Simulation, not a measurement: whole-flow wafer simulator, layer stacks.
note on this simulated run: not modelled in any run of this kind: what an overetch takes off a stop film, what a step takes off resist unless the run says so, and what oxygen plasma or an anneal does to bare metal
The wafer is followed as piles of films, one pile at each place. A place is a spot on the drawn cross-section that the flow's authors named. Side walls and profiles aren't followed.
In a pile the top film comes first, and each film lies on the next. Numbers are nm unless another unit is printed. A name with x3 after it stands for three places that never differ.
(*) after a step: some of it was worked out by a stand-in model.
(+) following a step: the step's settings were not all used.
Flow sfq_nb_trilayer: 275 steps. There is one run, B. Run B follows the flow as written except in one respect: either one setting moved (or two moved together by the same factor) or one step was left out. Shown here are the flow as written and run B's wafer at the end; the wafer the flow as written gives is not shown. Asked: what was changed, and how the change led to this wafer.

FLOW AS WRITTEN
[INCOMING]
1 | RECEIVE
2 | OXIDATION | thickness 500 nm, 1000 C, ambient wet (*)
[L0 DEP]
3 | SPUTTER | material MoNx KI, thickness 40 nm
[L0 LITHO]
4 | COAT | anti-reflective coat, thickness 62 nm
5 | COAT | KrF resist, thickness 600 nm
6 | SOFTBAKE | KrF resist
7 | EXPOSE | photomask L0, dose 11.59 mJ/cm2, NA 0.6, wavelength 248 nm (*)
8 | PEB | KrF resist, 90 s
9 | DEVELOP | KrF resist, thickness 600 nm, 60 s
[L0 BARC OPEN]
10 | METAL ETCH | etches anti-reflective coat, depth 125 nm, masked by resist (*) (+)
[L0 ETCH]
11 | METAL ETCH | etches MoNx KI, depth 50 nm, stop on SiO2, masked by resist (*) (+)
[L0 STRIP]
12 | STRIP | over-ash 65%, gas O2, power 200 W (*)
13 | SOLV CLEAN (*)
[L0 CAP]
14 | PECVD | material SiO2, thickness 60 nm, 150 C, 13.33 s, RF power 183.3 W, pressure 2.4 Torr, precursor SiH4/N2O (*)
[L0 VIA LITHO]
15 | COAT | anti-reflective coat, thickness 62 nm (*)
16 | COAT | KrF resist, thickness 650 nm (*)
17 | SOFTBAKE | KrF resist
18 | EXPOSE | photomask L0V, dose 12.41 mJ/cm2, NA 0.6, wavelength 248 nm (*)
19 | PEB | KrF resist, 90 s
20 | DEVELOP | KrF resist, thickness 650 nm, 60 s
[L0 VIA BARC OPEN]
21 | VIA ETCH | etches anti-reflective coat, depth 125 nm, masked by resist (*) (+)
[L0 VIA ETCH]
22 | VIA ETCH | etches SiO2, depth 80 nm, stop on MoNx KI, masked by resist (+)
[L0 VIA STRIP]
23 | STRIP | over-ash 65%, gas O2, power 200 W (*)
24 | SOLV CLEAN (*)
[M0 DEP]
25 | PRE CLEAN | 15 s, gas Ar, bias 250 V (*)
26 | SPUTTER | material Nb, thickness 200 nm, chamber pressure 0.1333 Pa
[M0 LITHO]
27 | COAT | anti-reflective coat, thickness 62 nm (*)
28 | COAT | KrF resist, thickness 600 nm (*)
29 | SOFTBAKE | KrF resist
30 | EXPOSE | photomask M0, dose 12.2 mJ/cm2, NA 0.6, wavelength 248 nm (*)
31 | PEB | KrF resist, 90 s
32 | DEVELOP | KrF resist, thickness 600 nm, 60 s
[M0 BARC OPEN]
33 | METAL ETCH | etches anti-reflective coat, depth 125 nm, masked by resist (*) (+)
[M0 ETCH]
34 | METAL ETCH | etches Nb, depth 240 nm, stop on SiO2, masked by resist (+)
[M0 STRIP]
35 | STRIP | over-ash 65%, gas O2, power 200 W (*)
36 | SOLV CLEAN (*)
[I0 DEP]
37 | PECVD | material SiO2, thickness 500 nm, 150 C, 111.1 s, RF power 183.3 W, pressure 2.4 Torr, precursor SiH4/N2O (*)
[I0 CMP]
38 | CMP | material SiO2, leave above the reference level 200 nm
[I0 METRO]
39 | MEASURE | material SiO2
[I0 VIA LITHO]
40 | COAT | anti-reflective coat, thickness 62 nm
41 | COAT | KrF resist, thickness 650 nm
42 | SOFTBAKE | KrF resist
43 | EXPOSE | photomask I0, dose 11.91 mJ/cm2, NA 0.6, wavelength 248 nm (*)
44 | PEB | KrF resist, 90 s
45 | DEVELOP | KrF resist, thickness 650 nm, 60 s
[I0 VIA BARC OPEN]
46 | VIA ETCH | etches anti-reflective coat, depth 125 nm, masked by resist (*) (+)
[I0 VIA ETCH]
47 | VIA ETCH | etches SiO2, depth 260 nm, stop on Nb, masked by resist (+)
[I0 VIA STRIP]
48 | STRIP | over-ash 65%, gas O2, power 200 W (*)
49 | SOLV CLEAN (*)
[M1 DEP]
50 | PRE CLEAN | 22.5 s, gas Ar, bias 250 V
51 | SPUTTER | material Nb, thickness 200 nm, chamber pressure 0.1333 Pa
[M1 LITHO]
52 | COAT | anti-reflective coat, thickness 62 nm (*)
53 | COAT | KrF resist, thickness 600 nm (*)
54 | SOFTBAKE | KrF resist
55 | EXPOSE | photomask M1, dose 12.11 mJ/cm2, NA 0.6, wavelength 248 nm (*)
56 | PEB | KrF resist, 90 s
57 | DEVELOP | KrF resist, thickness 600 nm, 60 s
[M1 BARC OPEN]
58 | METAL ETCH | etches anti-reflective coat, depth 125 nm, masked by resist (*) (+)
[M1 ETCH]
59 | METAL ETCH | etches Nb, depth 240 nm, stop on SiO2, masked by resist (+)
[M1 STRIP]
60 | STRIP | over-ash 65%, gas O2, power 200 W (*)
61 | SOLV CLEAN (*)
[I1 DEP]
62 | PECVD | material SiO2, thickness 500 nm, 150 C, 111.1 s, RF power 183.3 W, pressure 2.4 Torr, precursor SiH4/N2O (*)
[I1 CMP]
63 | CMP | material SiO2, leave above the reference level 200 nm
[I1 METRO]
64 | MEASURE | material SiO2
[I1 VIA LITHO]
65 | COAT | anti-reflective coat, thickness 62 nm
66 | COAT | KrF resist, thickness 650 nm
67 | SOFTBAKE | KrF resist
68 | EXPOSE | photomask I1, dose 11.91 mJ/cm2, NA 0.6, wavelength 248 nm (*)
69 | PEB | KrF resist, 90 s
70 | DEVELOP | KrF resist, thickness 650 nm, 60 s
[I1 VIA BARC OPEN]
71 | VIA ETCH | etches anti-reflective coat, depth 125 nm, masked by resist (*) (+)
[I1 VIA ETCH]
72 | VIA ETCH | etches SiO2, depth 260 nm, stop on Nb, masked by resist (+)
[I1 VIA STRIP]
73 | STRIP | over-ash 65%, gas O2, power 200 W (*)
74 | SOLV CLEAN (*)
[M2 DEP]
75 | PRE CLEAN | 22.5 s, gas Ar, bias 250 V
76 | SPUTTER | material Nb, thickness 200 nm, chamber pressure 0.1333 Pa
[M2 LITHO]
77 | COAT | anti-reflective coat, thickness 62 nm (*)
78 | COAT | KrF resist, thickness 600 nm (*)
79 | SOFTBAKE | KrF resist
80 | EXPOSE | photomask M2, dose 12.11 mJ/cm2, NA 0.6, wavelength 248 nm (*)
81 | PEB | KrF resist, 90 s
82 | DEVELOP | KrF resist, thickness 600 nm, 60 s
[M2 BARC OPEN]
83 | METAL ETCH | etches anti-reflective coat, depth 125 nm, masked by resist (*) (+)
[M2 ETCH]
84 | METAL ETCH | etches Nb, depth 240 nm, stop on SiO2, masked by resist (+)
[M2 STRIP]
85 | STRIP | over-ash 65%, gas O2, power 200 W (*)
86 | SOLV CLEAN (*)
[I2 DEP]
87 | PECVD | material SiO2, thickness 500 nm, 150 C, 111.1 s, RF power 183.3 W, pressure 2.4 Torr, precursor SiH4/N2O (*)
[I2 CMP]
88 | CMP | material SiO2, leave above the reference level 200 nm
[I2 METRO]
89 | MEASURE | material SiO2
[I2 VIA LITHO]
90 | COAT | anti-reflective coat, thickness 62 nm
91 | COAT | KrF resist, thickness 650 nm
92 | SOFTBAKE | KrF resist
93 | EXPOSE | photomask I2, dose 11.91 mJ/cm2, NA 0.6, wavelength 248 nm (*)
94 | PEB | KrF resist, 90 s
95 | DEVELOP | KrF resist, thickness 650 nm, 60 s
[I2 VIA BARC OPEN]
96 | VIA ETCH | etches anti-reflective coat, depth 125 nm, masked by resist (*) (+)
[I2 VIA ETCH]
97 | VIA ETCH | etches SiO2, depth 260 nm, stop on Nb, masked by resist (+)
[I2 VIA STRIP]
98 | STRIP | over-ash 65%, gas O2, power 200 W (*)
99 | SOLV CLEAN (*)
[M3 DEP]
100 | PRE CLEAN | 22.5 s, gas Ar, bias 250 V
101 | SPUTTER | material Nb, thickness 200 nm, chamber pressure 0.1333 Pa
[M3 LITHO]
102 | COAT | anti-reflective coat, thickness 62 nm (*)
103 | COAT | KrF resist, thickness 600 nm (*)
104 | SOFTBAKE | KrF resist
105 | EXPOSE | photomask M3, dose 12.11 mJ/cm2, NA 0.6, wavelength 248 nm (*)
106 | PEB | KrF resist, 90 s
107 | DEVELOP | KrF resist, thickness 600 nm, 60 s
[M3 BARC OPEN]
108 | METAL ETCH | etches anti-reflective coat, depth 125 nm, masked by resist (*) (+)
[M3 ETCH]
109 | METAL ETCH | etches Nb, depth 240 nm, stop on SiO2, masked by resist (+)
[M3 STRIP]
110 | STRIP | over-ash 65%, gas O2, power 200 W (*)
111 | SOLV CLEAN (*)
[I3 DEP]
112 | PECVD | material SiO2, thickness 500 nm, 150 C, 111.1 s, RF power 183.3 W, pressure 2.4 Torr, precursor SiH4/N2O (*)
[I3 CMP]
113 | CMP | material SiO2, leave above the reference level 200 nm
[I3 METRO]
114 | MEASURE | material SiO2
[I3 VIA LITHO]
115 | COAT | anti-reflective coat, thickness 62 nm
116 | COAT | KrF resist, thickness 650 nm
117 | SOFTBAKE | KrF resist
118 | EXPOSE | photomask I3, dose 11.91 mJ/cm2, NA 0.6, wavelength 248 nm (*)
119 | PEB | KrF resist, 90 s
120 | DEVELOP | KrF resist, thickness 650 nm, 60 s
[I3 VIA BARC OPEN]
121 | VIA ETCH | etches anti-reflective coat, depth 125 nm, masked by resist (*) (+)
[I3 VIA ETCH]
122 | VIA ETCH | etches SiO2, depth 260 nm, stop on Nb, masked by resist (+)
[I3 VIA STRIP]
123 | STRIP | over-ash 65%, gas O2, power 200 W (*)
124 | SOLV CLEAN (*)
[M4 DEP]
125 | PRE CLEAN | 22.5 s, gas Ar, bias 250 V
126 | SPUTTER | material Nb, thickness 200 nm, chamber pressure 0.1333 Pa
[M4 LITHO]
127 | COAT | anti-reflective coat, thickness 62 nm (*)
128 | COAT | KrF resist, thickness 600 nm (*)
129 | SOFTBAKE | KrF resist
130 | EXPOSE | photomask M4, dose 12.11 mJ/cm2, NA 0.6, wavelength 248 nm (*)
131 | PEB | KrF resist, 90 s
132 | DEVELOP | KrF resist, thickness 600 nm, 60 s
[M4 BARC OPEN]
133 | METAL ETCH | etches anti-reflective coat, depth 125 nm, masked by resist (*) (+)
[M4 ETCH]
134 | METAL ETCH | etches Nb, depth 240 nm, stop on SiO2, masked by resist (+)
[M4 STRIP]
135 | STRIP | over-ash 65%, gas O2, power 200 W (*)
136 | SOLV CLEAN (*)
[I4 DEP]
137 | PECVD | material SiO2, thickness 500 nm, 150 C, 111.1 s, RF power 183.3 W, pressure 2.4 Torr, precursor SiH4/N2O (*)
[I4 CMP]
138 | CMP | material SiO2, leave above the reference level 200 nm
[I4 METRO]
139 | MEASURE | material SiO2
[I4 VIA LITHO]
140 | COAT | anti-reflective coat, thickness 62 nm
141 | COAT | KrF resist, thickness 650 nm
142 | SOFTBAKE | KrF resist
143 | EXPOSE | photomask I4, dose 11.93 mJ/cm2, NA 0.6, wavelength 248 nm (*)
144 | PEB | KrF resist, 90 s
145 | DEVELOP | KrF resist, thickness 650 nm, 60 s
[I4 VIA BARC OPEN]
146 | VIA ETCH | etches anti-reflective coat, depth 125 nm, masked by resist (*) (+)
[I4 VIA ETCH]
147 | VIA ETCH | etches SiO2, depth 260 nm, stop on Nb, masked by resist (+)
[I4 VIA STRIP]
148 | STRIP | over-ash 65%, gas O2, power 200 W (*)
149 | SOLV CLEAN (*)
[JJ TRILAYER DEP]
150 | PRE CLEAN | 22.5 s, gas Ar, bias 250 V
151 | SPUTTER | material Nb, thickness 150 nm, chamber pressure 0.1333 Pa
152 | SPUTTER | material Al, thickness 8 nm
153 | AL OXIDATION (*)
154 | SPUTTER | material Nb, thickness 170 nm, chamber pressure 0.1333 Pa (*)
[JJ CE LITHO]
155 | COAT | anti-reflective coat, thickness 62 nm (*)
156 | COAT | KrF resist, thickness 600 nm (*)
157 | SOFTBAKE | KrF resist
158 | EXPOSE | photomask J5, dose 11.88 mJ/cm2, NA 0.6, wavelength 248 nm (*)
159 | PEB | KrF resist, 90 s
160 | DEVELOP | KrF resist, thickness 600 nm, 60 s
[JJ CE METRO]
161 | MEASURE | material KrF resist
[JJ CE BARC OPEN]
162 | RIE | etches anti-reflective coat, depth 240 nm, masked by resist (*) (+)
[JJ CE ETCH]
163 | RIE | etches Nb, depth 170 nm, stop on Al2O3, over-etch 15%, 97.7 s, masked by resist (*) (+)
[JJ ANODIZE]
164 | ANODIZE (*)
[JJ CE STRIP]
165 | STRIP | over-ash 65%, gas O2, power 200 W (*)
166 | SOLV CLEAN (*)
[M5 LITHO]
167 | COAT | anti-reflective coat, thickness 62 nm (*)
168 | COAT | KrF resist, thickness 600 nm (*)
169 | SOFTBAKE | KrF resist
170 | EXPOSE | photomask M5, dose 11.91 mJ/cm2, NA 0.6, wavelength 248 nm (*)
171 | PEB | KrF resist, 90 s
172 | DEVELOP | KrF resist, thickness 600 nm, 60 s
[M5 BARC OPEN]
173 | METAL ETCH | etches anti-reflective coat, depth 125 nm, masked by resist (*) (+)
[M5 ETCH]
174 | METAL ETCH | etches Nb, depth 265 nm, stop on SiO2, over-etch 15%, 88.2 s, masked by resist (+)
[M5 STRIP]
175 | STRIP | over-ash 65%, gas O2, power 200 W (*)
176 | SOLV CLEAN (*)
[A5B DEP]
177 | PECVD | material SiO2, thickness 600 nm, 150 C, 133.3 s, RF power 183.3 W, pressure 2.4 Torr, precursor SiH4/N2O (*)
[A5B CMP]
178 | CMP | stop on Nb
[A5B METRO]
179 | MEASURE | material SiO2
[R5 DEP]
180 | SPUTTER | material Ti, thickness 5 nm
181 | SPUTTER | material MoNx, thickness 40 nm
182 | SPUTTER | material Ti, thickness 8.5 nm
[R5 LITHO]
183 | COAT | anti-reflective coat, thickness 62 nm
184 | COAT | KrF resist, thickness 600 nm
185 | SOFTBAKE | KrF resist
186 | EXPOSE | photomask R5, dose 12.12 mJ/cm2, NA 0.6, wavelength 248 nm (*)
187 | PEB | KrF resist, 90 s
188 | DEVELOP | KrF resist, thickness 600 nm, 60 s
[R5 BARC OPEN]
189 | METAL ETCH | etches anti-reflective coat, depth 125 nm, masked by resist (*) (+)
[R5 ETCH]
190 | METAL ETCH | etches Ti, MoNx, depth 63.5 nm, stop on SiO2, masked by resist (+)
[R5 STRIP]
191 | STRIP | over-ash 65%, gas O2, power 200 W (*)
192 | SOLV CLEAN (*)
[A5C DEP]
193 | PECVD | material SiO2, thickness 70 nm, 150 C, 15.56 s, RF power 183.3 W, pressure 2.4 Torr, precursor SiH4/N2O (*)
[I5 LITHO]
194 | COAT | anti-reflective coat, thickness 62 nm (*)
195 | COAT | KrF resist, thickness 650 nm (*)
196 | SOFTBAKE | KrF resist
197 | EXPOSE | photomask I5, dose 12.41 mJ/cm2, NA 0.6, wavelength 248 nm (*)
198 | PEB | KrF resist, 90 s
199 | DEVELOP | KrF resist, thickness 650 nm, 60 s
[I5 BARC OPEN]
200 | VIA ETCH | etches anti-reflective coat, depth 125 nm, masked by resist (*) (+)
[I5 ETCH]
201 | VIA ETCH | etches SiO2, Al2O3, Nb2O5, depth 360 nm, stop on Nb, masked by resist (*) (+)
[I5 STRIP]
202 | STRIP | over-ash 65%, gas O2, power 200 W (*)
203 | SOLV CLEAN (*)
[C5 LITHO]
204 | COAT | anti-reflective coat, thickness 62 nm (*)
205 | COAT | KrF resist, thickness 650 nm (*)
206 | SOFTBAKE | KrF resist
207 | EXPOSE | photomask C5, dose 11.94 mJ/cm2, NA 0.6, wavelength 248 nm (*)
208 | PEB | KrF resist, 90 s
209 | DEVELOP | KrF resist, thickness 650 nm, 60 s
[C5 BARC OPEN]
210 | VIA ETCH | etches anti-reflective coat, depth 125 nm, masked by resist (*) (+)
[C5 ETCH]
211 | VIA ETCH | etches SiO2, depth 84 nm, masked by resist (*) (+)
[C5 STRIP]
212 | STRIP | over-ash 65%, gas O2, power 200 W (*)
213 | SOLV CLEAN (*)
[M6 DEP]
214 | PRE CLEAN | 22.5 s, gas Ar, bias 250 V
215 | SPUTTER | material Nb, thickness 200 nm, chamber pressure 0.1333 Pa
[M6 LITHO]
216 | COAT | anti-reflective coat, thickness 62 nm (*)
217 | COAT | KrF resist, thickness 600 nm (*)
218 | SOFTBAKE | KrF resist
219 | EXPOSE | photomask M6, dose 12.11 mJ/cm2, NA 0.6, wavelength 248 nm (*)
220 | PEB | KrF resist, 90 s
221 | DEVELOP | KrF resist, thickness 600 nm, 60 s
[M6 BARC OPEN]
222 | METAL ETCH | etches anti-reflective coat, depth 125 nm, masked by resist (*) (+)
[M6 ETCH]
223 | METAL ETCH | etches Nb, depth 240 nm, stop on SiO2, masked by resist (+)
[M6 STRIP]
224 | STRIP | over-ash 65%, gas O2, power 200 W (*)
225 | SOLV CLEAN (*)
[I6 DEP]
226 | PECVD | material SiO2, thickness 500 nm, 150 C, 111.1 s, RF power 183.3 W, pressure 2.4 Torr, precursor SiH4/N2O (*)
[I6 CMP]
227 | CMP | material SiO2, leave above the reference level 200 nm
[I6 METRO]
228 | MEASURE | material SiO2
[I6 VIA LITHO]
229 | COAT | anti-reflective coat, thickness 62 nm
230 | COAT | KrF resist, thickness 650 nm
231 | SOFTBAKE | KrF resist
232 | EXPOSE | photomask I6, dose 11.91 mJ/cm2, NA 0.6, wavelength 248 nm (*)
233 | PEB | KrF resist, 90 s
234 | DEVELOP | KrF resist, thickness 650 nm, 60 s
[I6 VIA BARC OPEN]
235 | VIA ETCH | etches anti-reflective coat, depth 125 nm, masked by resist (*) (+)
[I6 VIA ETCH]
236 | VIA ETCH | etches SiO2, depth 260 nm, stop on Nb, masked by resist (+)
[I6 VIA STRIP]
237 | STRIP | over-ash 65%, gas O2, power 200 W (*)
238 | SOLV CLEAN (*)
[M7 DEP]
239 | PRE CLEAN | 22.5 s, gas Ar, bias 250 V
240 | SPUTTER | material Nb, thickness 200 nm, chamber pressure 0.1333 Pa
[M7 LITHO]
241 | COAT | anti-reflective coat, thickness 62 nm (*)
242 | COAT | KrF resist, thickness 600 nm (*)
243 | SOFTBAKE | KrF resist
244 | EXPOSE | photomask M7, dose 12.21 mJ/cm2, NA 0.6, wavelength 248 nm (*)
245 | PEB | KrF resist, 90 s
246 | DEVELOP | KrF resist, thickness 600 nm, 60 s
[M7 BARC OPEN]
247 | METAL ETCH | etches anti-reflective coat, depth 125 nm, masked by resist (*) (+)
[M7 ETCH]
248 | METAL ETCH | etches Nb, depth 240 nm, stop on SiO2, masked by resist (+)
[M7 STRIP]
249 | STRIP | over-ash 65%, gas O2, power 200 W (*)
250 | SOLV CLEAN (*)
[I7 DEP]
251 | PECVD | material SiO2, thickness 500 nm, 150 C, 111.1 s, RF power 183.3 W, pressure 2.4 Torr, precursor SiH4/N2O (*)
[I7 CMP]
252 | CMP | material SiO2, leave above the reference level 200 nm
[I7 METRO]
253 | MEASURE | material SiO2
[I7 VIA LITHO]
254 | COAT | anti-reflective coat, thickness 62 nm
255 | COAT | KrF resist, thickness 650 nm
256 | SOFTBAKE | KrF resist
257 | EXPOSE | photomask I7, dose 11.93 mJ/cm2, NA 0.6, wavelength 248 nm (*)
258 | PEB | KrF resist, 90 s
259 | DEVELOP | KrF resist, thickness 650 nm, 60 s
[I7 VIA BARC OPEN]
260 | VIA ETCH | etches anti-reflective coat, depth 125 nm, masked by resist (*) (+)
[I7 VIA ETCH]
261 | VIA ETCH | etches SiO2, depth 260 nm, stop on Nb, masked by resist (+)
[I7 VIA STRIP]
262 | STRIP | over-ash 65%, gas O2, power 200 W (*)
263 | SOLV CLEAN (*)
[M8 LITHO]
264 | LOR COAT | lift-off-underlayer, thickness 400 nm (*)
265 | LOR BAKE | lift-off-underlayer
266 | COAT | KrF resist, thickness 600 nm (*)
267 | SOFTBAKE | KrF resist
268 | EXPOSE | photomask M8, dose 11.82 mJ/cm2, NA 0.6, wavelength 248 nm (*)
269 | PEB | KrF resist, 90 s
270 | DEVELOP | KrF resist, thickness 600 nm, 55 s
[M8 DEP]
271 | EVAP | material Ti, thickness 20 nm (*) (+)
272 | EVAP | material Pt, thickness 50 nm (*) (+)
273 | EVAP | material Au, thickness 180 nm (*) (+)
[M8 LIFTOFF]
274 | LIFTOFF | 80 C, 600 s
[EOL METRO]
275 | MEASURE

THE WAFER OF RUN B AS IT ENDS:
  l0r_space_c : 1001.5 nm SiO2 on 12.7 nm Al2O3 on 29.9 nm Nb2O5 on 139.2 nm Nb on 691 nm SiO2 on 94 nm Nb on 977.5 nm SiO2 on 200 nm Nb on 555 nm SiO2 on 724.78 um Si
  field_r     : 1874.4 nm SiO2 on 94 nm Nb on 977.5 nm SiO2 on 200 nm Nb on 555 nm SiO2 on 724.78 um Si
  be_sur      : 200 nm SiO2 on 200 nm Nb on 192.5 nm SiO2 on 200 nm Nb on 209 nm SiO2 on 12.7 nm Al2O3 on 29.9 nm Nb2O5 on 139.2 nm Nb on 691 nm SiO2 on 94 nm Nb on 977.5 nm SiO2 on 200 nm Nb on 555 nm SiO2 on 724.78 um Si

Cause: step 109, METAL ETCH: depth 106 nm was run, though the flow has depth 240 nm.

Step by step, how the change led to this:
  109 | METAL ETCH | etches Nb, depth 240 nm, stop on SiO2, masked by resist (+)
      field_l, be, be_sur and 72 more: Nb loses 106 (in the flow as written it would be: Nb loses 200 (all of it))
      v_sur, via_wl, via_w and 28 more: KrF resist loses 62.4 (in the flow as written it would be: KrF resist loses 141.2)
  110 | STRIP | over-ash 65%, gas O2, power 200 W (*)
      p4_w1, p4_w2, p4_w3 and 21 more: KrF resist loses 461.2 (all of it), anti-reflective coat loses 62 (all of it) (in the flow as written it would be: KrF resist loses 382.4 (all of it), anti-reflective coat loses 62 (all of it))
      via_wl, via_wr: KrF resist loses 463 (all of it), anti-reflective coat loses 34.2 (all of it) (in the flow as written it would be: KrF resist loses 384.2 (all of it), anti-reflective coat loses 34.2 (all of it))
      (as well as at 5 more places)
  112 | PECVD | material SiO2, thickness 500 nm, 150 C, 111.1 s, RF power 183.3 W, pressure 2.4 Torr, precursor SiH4/N2O (*)
      field_l, be, be_sur and 64 more: SiO2 gains 500 (new film) (in the flow as written it would be: SiO2 gains 500)
      p4_g1, p4_g2, p3_s0, p3_s1, p3_s2, p3_s3, p3_s4, p3_s5: SiO2 gains 500 (new film) (in the flow as written it would be: SiO2 gains 557.1)
  113 | CMP | material SiO2, leave above the reference level 200 nm
      field_l, be, be_sur and 64 more: SiO2 loses 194 (in the flow as written it would be: SiO2 loses 100)
      p4_g1, p4_g2, p3_s0, p3_s1, p3_s2, p3_s3, p3_s4, p3_s5: SiO2 loses 194 (in the flow as written it would be: SiO2 loses 157.1)
With metal films that touch counted as one body, l0r_space_c has 3 bodies (between them, from the top down: SiO2 691; SiO2 977.5); the flow as written gives 2 bodies (between them, from the top down: SiO2 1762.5).
With metal films that touch counted as one body, field_r has 2 bodies (between them, from the top down: SiO2 977.5); the flow as written gives 1 body.
With metal films that touch counted as one body, be_sur has 5 bodies (between them, from the top down: SiO2 192.5; SiO2 209 / Al2O3 12.7 / Nb2O5 29.9; SiO2 691; SiO2 977.5); the flow as written gives 4 bodies (between them, from the top down: SiO2 192.5; SiO2 209 / Al2O3 12.7 / Nb2O5 29.9; SiO2 1762.5).
